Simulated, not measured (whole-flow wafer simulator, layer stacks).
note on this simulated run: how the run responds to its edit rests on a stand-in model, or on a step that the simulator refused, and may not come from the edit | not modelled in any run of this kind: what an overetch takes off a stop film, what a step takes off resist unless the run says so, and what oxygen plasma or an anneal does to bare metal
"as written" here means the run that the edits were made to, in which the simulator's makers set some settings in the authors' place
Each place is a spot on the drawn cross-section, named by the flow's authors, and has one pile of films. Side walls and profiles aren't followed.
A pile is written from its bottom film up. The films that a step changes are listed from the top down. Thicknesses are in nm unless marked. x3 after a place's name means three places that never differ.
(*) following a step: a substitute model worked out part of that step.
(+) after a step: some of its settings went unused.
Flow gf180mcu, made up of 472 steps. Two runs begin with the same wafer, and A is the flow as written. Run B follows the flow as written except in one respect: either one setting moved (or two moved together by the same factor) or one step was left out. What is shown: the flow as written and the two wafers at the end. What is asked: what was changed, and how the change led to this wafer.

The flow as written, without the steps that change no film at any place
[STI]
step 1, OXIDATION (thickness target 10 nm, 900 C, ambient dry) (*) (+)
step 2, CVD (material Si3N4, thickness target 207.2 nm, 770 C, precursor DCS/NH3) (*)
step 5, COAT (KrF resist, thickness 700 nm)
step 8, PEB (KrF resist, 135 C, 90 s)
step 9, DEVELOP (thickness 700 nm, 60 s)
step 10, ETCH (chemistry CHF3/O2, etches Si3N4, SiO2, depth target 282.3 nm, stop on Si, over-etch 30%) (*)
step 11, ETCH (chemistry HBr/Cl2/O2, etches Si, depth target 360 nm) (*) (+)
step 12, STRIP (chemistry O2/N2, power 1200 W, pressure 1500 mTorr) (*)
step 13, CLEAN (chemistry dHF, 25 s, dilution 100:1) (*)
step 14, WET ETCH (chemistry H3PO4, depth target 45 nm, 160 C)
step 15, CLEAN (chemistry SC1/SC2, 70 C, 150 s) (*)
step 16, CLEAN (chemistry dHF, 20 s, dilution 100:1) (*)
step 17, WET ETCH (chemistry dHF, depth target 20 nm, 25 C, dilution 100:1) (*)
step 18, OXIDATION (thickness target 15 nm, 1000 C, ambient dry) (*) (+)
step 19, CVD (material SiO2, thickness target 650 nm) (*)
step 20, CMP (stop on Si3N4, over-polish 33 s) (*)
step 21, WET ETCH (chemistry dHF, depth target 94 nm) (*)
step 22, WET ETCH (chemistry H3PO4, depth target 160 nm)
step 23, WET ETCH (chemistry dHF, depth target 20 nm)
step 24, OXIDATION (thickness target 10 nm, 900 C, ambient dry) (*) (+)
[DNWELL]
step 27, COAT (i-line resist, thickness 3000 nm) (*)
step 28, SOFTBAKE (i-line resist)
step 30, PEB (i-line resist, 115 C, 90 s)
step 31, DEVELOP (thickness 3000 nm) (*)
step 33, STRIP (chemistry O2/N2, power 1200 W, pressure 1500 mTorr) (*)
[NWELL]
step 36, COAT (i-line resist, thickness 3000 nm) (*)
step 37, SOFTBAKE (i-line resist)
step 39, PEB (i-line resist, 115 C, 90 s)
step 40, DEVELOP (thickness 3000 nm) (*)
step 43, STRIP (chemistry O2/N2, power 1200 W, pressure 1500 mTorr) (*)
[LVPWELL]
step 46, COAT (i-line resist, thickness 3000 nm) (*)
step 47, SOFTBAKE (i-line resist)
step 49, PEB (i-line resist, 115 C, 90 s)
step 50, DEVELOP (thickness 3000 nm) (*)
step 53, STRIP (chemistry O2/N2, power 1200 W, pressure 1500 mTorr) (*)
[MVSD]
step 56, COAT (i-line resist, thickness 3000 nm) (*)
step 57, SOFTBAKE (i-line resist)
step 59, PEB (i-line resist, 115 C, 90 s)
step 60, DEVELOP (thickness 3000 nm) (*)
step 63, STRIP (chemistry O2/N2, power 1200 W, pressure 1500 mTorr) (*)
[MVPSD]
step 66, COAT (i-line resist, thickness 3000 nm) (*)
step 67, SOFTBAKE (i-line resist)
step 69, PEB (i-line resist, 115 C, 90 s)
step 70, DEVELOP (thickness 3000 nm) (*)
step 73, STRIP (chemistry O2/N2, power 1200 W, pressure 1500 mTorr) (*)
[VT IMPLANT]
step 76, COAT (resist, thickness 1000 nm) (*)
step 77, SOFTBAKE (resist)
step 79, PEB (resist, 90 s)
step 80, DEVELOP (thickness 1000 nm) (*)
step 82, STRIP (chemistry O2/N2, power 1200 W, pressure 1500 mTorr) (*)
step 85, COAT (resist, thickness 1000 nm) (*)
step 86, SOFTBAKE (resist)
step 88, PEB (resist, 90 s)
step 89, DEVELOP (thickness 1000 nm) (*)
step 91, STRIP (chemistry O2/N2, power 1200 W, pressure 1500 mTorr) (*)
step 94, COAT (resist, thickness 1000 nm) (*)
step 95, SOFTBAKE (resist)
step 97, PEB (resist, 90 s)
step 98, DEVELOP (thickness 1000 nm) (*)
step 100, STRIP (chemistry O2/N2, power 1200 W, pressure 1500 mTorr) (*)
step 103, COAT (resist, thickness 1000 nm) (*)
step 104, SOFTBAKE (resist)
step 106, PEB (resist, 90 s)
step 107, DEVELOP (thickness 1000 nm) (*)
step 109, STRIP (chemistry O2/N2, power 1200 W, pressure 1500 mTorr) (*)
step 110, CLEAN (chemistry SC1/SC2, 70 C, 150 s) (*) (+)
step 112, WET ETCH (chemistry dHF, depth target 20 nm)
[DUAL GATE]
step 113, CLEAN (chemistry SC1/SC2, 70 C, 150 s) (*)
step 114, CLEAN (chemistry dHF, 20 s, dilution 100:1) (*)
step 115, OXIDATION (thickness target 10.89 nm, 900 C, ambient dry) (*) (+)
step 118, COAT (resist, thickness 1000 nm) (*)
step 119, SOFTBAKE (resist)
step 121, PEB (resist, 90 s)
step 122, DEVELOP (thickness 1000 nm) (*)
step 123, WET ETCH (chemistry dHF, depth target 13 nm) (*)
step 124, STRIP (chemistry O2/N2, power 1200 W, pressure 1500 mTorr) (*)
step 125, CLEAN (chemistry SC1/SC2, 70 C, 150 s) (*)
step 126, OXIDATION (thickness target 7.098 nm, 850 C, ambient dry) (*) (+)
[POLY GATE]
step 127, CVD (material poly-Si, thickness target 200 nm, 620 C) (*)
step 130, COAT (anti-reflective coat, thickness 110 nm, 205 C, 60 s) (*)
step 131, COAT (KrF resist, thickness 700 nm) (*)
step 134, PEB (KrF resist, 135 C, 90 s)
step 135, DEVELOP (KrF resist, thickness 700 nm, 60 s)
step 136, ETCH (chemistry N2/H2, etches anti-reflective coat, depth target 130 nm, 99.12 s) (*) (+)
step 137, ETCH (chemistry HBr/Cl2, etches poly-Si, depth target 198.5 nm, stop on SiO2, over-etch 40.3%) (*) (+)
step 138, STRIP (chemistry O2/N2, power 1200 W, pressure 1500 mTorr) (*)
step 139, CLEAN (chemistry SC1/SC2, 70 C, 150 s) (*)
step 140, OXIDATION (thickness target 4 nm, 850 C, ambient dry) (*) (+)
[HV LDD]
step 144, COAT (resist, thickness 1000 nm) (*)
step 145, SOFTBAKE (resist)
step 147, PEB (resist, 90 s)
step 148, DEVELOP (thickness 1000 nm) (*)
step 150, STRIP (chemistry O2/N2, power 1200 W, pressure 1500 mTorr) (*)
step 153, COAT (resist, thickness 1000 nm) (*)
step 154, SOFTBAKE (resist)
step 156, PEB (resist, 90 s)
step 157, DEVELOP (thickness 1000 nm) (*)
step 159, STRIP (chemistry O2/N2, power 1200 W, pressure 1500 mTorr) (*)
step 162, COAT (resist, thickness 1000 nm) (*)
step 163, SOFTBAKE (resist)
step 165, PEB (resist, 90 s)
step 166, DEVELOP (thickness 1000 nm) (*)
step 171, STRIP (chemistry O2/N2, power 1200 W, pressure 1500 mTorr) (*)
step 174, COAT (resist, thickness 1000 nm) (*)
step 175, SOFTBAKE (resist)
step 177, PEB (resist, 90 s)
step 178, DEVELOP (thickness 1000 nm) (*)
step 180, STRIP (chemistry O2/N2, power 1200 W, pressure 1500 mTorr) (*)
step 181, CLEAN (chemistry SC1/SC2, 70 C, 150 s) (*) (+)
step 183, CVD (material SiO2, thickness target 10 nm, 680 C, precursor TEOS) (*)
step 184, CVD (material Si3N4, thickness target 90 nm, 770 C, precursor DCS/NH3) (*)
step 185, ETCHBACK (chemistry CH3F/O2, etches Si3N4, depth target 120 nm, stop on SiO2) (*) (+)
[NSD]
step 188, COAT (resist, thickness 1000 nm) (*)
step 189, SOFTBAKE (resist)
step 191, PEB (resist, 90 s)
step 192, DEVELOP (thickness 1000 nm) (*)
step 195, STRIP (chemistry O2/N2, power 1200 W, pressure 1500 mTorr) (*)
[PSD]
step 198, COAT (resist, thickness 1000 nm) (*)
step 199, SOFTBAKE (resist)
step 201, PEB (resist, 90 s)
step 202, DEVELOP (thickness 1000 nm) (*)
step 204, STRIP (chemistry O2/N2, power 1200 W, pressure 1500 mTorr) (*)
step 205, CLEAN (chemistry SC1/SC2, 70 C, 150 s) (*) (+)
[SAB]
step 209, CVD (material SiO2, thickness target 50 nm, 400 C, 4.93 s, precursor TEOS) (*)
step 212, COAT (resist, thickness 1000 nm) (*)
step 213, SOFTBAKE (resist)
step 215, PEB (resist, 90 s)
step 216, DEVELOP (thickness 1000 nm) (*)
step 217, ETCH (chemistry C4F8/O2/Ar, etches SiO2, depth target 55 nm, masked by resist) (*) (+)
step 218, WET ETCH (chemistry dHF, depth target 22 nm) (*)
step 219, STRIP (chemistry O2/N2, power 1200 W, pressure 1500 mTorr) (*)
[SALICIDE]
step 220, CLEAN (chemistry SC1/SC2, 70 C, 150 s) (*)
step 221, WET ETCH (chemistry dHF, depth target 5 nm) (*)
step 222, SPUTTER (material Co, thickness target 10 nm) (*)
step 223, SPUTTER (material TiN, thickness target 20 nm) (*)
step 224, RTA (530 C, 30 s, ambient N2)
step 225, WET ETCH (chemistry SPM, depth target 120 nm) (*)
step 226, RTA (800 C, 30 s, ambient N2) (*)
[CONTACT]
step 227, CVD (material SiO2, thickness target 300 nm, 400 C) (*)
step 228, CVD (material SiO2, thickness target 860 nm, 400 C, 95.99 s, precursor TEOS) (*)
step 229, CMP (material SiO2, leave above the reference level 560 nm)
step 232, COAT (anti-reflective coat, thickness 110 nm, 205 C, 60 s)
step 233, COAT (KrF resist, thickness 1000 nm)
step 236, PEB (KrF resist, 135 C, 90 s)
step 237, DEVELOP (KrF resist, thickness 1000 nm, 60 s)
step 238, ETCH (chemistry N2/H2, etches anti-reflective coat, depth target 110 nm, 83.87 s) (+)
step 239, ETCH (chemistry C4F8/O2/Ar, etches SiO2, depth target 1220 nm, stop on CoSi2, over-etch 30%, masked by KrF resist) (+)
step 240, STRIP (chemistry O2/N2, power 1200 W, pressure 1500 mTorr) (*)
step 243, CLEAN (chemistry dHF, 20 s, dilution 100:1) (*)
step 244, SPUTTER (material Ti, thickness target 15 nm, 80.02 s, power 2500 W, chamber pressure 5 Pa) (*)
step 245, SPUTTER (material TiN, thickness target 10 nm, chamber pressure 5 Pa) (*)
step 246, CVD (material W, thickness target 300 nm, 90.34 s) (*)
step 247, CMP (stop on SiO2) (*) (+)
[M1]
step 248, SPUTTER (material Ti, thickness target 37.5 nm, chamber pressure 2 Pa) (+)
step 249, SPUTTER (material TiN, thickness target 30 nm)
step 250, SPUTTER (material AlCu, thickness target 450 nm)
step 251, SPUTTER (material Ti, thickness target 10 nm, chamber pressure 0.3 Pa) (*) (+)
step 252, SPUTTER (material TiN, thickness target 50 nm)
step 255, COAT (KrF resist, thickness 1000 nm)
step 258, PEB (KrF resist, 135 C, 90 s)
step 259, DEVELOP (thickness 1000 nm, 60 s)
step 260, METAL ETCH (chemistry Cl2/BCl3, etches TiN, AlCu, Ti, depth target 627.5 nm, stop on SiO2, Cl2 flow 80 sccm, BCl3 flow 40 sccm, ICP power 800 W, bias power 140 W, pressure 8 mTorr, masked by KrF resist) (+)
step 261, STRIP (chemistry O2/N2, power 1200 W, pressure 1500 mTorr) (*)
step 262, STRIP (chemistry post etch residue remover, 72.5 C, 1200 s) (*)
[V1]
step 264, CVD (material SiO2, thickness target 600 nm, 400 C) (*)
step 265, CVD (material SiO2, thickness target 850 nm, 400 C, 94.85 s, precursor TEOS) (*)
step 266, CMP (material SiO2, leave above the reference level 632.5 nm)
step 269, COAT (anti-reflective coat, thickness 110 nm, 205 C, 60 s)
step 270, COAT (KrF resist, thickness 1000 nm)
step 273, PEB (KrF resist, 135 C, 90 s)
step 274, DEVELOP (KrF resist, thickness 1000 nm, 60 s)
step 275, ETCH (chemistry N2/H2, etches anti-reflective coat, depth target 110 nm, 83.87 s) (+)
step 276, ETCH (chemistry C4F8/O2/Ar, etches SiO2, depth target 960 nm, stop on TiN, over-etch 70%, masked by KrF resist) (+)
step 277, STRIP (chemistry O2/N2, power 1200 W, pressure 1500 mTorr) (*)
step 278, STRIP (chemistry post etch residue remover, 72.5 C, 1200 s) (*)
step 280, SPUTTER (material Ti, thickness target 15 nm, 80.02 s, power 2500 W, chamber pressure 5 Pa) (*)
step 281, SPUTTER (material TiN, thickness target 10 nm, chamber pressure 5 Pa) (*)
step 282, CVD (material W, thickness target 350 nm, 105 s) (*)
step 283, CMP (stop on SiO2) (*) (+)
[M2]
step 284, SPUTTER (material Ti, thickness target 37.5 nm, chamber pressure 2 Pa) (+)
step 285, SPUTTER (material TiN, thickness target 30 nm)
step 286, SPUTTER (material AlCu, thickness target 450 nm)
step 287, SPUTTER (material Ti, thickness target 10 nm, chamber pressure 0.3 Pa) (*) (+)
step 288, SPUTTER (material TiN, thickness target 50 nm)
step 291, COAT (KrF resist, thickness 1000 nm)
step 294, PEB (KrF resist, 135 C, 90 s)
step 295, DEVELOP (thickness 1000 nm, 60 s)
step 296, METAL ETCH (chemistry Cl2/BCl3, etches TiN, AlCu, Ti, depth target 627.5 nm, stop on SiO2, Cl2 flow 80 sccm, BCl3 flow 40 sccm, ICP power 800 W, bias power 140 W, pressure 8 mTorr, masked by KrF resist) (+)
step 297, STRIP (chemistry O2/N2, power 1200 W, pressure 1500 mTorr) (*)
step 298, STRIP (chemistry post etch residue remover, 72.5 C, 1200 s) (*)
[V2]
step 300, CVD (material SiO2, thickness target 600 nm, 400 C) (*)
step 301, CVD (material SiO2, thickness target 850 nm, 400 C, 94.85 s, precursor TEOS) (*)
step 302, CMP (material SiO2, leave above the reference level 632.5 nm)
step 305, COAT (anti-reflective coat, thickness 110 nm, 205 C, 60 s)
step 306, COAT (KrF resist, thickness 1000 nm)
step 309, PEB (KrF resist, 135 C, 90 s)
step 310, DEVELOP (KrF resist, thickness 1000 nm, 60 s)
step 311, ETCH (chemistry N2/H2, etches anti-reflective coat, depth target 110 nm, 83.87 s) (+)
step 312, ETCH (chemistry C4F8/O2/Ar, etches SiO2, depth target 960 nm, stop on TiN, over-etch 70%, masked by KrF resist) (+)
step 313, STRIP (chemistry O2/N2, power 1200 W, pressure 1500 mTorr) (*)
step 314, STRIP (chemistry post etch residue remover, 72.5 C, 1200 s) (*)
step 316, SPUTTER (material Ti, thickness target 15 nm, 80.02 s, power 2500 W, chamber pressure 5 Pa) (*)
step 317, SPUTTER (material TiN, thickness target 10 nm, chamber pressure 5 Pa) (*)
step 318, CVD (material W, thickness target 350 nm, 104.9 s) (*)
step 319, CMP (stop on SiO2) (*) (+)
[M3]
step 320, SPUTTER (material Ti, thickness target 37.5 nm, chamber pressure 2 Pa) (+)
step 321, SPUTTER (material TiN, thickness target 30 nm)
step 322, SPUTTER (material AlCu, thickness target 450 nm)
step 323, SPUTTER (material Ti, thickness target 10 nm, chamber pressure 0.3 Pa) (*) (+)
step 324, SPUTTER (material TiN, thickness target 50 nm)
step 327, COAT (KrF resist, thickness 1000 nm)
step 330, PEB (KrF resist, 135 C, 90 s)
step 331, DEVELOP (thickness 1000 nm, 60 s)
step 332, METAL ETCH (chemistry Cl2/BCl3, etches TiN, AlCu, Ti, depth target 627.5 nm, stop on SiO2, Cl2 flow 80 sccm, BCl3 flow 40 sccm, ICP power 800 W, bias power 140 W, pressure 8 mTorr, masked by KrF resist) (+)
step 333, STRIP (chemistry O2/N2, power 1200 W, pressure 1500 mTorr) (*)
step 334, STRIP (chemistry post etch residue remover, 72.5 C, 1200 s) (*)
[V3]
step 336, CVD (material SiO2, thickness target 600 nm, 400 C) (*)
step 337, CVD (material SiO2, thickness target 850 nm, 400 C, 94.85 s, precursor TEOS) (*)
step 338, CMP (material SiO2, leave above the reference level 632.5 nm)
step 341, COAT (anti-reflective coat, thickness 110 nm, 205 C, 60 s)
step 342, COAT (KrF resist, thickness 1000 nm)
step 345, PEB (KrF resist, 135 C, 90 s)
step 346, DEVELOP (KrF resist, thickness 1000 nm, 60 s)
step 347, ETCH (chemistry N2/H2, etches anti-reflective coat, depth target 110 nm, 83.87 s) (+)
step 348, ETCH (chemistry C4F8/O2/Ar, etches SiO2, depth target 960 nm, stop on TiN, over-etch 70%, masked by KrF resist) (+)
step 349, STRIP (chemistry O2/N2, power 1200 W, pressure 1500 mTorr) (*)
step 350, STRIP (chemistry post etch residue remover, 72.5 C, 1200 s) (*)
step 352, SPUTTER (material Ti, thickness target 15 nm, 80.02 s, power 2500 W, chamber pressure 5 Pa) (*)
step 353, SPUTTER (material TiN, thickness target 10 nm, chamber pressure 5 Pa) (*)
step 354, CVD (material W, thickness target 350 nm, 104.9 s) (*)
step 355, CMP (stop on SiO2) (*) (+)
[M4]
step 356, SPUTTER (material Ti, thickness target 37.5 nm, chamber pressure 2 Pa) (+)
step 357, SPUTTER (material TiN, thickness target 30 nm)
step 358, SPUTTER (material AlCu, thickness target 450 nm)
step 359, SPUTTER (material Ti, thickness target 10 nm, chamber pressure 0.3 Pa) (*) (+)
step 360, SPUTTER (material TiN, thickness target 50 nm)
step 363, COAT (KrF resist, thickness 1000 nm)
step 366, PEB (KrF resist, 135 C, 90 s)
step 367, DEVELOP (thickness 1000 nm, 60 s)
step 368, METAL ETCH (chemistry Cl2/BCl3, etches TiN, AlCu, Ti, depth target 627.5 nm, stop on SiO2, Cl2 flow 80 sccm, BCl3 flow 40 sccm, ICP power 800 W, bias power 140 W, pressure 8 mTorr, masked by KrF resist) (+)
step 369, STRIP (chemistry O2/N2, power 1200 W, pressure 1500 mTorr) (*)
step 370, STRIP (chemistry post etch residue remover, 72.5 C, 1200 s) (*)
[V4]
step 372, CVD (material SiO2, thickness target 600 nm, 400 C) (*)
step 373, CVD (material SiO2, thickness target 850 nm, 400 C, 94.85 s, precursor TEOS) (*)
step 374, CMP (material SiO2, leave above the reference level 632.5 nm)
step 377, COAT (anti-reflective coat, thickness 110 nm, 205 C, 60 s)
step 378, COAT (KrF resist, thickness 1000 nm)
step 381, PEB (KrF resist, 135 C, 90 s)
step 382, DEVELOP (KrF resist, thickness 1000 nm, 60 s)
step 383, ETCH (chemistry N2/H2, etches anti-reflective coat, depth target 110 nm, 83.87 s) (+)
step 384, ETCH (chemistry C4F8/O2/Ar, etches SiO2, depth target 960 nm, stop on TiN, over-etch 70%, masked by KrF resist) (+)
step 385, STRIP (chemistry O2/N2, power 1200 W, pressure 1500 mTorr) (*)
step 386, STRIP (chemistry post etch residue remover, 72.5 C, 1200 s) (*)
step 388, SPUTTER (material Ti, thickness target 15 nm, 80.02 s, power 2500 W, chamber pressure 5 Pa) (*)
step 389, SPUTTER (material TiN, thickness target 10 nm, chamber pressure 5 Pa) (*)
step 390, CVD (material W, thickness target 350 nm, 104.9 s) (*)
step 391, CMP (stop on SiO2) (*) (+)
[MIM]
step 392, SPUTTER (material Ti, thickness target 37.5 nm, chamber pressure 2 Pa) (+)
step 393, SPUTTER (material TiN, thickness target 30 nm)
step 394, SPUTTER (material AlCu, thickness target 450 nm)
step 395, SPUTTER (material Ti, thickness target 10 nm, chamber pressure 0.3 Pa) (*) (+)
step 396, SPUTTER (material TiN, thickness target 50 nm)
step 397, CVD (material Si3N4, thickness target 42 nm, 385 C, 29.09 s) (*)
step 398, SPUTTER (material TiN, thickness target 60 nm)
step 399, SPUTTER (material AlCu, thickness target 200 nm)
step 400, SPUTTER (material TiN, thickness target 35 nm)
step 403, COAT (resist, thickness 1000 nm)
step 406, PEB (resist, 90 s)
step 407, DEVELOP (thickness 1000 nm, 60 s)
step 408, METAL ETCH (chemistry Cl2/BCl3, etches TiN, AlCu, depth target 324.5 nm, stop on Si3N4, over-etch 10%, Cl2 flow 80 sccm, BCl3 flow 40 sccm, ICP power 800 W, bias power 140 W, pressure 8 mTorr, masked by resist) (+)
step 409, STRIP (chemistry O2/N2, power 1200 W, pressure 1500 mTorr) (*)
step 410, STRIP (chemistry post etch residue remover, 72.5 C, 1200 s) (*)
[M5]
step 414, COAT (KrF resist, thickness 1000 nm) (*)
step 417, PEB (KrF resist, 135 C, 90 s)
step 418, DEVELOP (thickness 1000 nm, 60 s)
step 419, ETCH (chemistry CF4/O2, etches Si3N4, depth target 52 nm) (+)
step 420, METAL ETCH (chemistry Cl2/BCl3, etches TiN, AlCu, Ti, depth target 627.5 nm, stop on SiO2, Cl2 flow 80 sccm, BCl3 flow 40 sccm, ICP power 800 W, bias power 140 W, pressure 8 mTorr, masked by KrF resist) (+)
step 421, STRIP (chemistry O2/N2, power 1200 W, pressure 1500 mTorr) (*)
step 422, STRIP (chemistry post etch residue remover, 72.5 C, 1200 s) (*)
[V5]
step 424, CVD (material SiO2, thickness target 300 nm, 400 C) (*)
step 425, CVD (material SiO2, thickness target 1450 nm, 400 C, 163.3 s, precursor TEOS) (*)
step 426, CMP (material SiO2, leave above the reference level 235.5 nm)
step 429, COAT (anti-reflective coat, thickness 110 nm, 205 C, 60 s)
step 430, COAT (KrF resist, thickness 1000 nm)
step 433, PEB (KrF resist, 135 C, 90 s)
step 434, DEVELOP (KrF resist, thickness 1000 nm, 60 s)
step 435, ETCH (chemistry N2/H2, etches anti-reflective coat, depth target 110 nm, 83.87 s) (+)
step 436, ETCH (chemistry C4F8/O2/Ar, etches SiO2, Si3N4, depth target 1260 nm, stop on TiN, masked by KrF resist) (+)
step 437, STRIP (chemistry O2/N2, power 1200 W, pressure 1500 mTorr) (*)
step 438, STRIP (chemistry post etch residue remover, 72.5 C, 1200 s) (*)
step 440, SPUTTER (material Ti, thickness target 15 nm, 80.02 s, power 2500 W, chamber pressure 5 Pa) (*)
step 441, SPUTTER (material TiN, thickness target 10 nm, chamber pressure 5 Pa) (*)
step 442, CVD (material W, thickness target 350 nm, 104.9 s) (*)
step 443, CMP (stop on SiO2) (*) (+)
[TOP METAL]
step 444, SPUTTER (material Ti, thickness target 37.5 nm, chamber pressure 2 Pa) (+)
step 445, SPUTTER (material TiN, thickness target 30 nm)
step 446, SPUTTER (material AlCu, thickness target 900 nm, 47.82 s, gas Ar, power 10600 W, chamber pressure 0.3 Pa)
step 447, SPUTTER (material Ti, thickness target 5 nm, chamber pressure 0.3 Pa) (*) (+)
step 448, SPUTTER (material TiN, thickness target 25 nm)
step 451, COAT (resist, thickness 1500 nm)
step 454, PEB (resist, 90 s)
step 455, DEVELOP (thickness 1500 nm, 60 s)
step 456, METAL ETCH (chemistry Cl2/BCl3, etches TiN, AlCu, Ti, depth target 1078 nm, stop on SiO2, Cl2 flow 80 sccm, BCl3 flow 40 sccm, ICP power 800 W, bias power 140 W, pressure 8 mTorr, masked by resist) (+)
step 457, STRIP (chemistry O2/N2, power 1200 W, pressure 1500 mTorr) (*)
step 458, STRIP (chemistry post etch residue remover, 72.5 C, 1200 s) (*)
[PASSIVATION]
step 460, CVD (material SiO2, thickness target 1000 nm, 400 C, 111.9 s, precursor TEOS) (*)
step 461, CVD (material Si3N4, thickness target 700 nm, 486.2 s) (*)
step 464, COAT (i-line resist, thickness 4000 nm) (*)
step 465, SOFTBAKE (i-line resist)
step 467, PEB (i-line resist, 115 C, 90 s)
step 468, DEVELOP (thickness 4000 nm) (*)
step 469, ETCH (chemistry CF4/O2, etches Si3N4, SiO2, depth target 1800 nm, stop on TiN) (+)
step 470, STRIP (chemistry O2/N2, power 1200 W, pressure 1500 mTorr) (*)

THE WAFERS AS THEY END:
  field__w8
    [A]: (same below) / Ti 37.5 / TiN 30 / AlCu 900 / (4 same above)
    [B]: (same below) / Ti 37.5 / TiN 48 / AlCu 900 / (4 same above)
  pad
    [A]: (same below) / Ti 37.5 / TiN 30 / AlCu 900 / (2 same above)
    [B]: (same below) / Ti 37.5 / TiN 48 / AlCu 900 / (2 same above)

Cause: step 445, SPUTTER: thickness target 48 nm was run, whereas the flow has thickness target 30 nm.
The wafer itself shows it: field__w8 has TiN 48, and step 445 as written asks for 30 nm.

How this came from the change, step by step:
  step 445, SPUTTER (material TiN, thickness target 30 nm)
      field, field__w1, field__w2 and 109 more: A TiN gains 30 (new film) | B TiN gains 48 (new film)
  step 456, METAL ETCH (chemistry Cl2/BCl3, etches TiN, AlCu, Ti, depth target 1078 nm, stop on SiO2, Cl2 flow 80 sccm, BCl3 flow 40 sccm, ICP power 800 W, bias power 140 W, pressure 8 mTorr, masked by resist) (+)
      field, field__w1, field__w2 and 103 more: A TiN loses 25 (all of it), Ti loses 5 (all of it), AlCu loses 900 (all of it), TiN loses 30 (all of it), Ti loses 37.5 (all of it) | B TiN loses 25 (all of it), Ti loses 5 (all of it), AlCu loses 900 (all of it), TiN loses 48 (all of it), Ti loses 37.5 (all of it)
  step 465, SOFTBAKE (i-line resist)
      field__w11, field__w13: A i-line resist gains 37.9 | B i-line resist gains 32.1
      field: A i-line resist loses 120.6 | B i-line resist loses 111.5
      (also at 63 further places)
